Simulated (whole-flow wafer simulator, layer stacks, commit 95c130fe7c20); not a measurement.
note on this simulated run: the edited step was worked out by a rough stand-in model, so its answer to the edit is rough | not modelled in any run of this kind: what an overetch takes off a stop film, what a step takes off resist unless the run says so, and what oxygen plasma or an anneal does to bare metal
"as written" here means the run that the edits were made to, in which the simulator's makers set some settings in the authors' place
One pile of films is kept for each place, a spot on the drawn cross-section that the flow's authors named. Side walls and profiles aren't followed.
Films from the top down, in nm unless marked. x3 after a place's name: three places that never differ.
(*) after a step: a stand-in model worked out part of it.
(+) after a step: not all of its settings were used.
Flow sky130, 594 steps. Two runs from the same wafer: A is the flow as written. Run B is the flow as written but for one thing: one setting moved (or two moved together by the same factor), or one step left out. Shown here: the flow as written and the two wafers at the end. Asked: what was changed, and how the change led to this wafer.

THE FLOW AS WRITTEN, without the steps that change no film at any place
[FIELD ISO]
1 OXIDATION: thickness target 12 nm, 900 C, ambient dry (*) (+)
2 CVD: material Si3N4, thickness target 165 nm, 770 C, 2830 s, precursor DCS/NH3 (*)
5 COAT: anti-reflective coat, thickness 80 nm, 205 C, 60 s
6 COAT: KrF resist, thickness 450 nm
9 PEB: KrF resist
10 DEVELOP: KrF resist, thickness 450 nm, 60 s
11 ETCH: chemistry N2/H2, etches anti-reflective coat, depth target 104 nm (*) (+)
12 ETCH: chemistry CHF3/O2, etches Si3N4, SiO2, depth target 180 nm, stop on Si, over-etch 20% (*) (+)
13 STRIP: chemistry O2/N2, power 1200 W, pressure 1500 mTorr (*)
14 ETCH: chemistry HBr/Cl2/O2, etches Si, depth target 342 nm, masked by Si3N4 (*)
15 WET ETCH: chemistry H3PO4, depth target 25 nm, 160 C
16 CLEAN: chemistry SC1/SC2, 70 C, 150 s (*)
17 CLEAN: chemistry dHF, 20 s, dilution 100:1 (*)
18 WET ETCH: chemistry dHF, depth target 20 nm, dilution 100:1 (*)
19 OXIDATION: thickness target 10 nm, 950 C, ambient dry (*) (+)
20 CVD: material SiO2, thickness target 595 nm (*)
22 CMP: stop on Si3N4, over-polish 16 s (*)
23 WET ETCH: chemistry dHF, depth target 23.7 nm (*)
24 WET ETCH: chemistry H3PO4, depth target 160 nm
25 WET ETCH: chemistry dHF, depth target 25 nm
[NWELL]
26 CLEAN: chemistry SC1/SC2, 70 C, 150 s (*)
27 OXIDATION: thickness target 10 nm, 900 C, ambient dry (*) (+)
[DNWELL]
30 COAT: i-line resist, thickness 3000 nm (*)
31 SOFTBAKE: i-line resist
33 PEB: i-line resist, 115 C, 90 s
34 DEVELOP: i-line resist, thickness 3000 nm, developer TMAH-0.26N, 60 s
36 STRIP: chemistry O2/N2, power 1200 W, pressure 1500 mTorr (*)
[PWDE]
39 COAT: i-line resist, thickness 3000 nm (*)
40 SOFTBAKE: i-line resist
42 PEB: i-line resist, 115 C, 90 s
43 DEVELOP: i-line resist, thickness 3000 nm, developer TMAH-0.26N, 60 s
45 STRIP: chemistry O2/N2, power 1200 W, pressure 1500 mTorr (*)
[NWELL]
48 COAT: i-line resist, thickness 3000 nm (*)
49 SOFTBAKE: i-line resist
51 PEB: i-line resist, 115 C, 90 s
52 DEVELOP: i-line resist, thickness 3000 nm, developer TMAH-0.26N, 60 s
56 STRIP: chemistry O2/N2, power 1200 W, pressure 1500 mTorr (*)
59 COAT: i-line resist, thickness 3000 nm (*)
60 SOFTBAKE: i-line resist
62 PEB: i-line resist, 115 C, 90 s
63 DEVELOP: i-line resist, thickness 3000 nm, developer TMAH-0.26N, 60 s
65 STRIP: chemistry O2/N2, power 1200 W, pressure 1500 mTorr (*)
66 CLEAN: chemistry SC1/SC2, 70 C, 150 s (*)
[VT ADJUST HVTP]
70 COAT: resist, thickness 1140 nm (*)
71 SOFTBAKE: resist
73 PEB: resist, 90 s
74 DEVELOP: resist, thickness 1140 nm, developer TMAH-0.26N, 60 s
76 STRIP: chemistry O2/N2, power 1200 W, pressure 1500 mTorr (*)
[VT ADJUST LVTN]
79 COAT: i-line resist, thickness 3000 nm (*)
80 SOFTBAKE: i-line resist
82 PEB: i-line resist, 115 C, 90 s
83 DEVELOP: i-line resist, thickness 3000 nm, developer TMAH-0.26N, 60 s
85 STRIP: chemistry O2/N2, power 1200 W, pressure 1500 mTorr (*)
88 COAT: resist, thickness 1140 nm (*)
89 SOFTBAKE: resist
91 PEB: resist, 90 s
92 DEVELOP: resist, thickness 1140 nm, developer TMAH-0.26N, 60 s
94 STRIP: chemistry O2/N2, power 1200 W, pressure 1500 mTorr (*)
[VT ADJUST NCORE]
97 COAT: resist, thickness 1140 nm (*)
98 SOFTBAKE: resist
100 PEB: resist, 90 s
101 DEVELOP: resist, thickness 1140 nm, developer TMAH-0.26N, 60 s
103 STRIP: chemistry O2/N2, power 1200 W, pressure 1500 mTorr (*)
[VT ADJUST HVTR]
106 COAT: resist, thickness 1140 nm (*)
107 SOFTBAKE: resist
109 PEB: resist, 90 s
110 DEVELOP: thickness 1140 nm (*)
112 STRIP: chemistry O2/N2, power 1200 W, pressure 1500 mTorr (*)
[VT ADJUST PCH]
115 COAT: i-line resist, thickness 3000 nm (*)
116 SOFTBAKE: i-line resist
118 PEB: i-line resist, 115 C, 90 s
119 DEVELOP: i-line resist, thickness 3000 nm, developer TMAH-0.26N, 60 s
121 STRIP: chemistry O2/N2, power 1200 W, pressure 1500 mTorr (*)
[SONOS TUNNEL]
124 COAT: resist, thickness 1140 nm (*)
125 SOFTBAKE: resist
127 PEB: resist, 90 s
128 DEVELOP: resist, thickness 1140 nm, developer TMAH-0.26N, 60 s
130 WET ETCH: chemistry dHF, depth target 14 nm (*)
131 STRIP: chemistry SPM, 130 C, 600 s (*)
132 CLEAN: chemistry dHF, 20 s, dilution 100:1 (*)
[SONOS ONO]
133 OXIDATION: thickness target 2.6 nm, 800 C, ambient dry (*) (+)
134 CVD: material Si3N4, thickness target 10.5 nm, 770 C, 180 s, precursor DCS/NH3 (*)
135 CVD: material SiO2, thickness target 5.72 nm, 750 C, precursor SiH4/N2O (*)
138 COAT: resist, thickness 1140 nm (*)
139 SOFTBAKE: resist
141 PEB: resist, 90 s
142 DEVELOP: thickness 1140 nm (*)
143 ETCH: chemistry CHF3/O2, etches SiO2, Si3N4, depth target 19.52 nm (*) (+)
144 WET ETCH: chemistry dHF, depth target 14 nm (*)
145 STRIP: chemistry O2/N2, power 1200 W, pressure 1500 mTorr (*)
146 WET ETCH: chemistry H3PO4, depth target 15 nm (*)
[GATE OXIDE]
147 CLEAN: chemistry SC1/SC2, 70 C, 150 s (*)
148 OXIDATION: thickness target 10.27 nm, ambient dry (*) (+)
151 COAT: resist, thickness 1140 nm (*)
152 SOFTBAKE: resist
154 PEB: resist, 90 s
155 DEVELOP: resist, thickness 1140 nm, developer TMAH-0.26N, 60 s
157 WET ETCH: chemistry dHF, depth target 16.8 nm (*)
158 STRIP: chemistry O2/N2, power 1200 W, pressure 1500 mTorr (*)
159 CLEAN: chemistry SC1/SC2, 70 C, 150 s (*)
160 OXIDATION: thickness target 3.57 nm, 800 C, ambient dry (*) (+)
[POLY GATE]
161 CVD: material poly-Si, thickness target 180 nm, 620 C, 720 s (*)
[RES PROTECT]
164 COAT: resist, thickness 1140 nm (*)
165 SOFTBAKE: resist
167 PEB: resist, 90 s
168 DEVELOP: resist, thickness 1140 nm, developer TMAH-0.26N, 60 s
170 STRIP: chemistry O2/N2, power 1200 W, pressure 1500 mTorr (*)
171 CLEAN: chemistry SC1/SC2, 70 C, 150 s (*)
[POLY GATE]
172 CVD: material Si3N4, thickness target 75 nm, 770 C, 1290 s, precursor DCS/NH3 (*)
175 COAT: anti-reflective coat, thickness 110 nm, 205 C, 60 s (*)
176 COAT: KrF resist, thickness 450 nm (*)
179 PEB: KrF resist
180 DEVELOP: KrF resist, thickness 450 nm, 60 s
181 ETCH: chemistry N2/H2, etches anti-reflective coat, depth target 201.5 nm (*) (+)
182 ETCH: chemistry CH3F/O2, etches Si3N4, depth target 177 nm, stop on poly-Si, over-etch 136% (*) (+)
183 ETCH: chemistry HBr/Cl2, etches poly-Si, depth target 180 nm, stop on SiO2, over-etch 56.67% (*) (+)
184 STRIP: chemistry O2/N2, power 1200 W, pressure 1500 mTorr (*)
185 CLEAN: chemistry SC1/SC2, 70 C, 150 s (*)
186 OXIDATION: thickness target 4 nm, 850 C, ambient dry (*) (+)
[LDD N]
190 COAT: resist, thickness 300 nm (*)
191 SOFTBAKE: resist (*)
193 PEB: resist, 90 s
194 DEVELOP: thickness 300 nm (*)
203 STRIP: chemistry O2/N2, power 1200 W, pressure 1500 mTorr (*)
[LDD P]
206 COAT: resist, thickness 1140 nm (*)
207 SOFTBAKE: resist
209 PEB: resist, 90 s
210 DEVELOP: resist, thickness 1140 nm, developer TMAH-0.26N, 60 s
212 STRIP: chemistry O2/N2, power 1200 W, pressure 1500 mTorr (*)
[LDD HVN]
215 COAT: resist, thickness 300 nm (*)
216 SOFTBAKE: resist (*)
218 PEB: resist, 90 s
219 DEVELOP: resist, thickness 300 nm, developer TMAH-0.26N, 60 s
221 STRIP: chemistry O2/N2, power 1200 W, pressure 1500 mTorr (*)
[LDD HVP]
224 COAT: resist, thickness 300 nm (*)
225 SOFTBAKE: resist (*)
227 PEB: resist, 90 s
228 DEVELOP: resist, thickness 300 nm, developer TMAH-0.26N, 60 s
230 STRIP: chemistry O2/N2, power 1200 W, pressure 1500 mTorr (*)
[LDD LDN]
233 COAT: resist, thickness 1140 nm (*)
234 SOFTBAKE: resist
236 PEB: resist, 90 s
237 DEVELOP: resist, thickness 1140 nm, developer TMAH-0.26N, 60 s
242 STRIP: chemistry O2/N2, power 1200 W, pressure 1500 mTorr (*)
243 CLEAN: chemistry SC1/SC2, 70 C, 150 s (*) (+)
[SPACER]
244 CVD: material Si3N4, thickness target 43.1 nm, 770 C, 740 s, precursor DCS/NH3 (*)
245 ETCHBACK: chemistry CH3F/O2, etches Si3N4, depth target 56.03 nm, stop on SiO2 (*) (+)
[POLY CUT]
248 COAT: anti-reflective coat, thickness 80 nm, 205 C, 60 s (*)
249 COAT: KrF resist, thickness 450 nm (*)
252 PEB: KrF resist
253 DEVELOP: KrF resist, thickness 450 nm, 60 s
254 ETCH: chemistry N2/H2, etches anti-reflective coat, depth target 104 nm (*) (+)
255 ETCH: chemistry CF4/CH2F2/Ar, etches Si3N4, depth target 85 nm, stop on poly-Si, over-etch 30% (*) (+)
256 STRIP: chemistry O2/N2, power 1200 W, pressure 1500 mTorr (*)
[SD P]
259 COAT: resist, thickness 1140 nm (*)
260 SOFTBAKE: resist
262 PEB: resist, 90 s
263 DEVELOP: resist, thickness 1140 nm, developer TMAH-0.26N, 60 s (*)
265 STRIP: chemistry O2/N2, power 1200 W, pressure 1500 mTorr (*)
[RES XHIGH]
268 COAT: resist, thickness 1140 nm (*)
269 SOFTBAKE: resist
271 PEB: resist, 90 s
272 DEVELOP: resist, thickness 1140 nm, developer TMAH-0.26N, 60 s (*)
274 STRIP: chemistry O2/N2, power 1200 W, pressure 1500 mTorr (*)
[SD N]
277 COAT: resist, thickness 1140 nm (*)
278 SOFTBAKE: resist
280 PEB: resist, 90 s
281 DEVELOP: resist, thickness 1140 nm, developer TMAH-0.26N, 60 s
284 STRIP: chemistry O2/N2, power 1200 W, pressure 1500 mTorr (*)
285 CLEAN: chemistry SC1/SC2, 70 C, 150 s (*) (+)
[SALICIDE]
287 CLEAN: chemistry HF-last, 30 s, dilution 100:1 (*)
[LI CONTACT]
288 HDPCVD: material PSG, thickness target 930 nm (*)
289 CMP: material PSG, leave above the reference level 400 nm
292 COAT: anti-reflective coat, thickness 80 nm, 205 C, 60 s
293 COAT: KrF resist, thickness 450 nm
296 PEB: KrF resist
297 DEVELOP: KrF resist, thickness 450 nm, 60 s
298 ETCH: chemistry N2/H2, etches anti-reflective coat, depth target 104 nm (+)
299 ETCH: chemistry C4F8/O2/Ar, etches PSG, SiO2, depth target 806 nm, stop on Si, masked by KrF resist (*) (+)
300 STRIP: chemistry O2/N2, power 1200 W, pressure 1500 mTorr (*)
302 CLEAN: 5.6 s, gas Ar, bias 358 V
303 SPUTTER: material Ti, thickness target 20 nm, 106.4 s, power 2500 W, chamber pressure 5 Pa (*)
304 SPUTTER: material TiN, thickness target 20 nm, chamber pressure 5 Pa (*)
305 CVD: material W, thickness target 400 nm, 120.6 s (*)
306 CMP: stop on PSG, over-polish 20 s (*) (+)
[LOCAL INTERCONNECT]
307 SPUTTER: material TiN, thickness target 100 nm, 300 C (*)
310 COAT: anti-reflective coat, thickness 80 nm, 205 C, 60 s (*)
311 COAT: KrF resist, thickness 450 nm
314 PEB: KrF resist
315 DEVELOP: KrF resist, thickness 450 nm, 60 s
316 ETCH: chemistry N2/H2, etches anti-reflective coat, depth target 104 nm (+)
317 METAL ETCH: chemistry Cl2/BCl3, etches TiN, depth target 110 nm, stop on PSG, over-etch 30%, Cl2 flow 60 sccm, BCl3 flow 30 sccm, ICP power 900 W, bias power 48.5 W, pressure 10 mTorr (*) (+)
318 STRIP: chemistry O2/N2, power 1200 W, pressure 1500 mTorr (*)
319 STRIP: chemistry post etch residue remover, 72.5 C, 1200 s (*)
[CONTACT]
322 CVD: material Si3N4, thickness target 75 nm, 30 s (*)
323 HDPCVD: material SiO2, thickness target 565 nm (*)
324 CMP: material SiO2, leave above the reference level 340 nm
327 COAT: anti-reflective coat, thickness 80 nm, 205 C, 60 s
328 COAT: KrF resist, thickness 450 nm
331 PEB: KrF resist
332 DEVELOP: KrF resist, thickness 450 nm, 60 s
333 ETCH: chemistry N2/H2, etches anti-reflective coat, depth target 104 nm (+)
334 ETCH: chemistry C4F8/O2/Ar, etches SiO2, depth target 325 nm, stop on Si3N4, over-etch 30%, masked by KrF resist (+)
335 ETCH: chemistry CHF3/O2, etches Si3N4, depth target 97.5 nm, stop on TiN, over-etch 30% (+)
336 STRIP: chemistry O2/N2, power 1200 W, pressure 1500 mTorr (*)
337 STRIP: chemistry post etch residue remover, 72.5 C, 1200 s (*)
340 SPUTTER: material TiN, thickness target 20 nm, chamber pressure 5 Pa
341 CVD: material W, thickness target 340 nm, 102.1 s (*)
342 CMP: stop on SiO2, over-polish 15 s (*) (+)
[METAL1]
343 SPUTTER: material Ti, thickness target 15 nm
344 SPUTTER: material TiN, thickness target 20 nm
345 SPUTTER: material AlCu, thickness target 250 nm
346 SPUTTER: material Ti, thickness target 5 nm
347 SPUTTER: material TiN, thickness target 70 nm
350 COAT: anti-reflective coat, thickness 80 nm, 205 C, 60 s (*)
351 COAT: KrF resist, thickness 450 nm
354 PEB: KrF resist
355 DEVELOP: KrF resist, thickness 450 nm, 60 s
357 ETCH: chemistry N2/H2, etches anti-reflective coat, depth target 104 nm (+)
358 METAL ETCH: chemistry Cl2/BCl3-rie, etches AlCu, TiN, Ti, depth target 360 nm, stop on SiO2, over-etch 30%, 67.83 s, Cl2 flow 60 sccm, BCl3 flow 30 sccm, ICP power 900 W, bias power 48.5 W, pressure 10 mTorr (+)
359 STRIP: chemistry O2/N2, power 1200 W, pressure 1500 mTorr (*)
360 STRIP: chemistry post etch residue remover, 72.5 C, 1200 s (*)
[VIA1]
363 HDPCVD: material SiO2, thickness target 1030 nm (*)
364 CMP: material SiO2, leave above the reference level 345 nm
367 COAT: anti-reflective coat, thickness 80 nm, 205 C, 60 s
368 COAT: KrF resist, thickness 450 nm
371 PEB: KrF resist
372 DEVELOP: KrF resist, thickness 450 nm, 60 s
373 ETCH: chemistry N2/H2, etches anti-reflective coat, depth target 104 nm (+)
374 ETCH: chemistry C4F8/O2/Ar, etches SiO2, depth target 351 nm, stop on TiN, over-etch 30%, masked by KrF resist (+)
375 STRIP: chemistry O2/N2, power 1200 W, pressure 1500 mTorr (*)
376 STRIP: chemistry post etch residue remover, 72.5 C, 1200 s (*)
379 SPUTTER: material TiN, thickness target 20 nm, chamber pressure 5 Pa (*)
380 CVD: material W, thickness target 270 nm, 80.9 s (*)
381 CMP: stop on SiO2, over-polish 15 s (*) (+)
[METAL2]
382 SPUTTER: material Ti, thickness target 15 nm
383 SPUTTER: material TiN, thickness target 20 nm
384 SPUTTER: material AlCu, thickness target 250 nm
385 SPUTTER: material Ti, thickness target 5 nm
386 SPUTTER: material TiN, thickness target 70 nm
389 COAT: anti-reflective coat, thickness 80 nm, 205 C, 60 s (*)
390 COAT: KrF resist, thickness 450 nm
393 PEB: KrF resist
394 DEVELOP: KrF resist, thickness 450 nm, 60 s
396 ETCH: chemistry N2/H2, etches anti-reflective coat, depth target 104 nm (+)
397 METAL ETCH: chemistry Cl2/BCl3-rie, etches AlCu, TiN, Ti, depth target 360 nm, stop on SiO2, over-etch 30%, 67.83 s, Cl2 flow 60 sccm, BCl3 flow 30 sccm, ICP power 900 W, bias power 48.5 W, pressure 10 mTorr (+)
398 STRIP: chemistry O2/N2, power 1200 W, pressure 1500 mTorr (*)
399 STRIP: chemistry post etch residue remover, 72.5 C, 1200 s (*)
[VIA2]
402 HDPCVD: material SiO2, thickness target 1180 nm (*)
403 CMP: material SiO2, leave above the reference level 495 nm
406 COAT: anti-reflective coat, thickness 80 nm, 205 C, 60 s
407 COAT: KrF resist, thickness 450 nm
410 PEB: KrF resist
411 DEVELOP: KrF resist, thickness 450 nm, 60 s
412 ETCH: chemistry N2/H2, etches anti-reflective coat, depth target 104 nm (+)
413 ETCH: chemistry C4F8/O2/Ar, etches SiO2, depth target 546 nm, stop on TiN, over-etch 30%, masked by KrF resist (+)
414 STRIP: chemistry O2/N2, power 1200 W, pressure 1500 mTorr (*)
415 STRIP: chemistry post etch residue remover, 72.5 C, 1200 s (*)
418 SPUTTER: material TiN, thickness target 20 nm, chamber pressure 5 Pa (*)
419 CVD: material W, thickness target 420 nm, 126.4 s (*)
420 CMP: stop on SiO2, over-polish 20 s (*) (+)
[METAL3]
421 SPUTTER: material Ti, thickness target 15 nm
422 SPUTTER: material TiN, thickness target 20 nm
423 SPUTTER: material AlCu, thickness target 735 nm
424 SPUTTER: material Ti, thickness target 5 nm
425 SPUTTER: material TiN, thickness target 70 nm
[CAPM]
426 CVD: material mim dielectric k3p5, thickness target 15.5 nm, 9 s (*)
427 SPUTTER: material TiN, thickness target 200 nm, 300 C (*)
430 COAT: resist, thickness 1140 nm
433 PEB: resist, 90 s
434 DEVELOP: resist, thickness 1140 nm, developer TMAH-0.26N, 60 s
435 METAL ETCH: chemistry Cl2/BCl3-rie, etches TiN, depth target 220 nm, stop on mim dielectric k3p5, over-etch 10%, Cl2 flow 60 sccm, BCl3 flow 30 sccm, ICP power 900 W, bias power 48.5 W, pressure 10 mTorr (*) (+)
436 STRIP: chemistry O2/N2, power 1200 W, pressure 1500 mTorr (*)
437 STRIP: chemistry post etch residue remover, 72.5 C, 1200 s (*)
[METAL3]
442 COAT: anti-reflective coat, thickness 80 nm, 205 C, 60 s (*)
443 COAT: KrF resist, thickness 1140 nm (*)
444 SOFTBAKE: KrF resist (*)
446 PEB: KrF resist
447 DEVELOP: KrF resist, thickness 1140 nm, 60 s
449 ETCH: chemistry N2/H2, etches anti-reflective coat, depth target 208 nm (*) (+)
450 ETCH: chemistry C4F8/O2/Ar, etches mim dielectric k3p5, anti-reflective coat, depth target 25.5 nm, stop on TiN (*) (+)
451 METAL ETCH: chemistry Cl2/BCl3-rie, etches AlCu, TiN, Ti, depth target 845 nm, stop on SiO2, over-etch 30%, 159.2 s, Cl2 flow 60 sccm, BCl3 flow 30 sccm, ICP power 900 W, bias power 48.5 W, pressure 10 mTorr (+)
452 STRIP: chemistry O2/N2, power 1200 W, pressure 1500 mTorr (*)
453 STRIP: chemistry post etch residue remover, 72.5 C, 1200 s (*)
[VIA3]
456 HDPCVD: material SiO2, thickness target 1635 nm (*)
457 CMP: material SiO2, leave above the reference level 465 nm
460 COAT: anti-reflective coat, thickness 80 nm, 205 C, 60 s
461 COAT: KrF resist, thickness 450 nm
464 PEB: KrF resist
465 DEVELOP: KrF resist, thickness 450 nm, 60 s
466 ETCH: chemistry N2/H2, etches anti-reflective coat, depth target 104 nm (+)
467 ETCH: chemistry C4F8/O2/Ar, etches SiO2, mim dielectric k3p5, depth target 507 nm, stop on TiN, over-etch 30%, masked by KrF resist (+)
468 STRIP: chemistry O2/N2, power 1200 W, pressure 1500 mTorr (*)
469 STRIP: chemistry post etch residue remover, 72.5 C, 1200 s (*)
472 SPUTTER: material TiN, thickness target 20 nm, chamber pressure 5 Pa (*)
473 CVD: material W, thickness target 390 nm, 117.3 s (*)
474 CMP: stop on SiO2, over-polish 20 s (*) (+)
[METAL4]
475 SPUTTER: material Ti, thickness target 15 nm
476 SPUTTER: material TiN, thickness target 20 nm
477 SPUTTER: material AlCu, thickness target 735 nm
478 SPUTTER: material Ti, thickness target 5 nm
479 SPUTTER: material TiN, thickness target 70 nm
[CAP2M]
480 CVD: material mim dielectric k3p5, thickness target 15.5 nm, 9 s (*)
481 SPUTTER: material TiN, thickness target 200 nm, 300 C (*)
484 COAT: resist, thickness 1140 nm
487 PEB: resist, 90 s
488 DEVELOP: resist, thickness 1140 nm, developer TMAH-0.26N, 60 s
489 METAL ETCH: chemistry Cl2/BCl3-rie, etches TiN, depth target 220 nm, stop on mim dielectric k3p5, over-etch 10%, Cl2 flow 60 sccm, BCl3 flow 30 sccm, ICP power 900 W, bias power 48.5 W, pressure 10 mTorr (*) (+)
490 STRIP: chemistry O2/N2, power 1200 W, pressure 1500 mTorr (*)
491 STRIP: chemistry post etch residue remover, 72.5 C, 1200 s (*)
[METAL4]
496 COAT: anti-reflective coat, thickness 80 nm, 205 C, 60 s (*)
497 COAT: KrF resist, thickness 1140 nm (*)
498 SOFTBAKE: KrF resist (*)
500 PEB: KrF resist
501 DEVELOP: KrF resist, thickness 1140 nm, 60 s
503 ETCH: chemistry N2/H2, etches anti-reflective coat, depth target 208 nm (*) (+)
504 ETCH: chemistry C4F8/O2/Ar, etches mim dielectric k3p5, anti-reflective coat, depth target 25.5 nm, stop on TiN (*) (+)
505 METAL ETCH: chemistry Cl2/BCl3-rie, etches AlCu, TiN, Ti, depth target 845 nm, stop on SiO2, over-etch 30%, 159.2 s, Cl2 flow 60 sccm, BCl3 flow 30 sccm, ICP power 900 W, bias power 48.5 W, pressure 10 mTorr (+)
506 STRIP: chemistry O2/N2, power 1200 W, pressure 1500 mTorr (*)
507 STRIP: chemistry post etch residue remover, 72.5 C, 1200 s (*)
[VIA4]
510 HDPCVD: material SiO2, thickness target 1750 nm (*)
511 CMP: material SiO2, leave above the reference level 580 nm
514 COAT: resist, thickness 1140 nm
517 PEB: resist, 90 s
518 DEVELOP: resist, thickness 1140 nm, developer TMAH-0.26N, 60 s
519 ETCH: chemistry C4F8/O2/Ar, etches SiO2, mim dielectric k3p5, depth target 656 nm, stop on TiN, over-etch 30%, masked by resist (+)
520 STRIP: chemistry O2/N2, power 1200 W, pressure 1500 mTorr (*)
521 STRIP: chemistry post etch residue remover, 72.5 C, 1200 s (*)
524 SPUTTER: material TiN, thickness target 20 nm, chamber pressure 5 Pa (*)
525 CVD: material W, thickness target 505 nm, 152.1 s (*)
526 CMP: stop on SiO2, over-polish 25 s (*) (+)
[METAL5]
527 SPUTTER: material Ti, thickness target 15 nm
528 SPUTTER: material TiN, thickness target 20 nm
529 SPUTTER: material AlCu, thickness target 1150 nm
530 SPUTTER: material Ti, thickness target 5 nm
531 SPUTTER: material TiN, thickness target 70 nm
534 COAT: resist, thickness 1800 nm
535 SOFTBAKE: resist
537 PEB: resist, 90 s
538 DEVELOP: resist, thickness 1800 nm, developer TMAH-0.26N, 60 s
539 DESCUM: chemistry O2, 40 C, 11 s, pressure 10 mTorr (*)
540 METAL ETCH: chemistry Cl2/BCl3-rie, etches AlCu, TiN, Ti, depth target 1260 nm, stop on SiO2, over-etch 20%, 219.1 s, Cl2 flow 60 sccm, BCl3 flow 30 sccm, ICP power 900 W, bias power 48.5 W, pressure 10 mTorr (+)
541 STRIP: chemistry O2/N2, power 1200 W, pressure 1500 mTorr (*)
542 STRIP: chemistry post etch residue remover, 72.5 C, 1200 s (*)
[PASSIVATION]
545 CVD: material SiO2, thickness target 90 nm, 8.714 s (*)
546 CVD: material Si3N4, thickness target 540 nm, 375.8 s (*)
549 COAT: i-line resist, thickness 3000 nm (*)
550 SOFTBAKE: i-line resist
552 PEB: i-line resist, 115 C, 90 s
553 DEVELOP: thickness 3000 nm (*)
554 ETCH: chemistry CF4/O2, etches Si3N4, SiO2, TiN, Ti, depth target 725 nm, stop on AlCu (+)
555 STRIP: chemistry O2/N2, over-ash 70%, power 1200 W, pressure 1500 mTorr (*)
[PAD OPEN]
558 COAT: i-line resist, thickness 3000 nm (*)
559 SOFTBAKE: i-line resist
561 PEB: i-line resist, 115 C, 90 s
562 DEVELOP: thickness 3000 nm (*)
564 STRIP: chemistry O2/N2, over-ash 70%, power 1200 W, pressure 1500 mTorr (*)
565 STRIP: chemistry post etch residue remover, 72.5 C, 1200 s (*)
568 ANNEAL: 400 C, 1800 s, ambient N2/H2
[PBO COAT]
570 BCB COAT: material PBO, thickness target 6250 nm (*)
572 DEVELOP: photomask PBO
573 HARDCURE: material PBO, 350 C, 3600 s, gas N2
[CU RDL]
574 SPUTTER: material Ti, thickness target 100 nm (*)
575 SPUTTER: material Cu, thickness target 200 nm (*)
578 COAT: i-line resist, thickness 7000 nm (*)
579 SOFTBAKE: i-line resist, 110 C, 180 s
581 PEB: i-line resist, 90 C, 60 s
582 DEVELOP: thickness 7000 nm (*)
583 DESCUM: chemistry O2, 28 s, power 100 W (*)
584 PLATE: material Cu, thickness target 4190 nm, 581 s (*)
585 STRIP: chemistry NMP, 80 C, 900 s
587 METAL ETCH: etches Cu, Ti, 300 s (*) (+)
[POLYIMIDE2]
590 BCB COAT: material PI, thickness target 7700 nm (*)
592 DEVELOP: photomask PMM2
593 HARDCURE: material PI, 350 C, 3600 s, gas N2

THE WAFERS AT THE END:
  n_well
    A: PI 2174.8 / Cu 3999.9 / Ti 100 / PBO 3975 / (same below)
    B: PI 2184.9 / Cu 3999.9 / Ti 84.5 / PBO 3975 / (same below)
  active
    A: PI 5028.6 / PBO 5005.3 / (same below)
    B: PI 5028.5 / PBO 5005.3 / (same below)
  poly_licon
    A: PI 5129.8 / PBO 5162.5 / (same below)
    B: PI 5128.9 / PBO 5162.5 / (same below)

The cause: step 574, SPUTTER: thickness target 84.5 nm was run, where the flow has thickness target 100 nm.
It can be read off the wafer: n_well has Ti 84.5, and step 574 as written asks for 100 nm.

How the change led to this, step by step:
  574 SPUTTER: material Ti, thickness target 100 nm (*)
      field, active, n_well and 190 more: A Ti +100 (new film) | B Ti +84.5 (new film)
  587 METAL ETCH: etches Cu, Ti, 300 s (*) (+)
      field, active, gate and 167 more: A Cu -200 (all of it), Ti -100 (all of it) | B Cu -200 (all of it), Ti -84.5 (all of it)
  590 BCB COAT: material PI, thickness target 7700 nm (*)
      de16_gate_nw: A PI +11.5 um (new film) | B PI +11.49 um (new film)
